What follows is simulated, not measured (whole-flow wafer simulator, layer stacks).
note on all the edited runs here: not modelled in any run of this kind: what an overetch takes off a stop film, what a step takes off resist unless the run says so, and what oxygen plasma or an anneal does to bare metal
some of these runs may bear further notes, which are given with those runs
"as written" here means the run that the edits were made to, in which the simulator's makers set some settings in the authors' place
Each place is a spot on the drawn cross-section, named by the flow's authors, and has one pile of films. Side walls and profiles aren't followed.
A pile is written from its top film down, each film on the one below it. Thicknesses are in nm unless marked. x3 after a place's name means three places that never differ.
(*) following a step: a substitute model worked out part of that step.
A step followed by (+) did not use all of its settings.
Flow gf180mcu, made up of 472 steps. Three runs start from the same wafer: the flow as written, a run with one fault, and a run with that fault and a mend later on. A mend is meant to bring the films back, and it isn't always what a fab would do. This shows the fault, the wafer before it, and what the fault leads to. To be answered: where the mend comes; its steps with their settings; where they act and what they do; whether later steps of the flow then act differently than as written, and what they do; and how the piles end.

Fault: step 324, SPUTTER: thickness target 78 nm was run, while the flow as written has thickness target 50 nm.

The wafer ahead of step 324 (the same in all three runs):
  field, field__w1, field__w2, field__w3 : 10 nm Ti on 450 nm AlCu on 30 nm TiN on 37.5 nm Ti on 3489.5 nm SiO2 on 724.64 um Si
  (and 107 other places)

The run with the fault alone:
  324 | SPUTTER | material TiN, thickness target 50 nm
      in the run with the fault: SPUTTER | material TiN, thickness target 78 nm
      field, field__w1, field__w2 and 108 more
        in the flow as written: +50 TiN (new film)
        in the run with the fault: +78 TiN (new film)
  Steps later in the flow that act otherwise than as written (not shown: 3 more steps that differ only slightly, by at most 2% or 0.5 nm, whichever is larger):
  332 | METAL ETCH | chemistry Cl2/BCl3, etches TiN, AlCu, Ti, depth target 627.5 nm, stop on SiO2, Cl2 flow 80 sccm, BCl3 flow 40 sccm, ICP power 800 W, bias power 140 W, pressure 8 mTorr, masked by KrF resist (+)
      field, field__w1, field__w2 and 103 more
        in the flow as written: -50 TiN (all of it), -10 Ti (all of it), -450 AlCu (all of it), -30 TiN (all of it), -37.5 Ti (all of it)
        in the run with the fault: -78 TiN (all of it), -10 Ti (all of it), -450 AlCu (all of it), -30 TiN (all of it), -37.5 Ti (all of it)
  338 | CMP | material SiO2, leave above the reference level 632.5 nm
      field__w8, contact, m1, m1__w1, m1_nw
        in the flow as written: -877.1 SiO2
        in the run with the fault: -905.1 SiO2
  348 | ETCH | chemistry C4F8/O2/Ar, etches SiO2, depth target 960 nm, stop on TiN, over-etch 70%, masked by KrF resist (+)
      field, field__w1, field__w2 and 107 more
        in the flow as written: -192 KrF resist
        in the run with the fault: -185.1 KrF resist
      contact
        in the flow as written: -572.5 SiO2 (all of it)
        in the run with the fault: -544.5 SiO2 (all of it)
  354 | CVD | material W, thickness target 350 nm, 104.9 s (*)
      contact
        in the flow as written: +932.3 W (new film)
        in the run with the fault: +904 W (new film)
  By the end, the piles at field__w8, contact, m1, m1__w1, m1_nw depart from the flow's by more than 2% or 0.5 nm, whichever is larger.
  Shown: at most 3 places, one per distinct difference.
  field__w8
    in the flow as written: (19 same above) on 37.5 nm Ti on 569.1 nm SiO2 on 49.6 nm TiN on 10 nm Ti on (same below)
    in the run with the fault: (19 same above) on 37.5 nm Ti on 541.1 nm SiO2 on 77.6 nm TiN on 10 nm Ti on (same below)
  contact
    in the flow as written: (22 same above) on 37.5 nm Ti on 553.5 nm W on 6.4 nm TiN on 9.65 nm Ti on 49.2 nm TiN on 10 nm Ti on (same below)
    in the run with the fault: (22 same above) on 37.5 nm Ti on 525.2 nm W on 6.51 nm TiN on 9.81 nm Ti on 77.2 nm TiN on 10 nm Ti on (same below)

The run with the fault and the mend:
  The mend stands after step 324.
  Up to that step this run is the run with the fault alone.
  324a | METAL ETCH | chemistry Cl2/BCl3, etches TiN, AlCu, Ti, depth target 28 nm, Cl2 flow 80 sccm, BCl3 flow 40 sccm, ICP power 800 W, bias power 140 W, pressure 8 mTorr (the flow's step 260, run once more with other settings)
      field, field__w1, field__w2 and 108 more
        -28 TiN
  Every later step of the flow that is run acts as written at every place that is followed.
  The piles end the same as the flow's at every place that both follow.
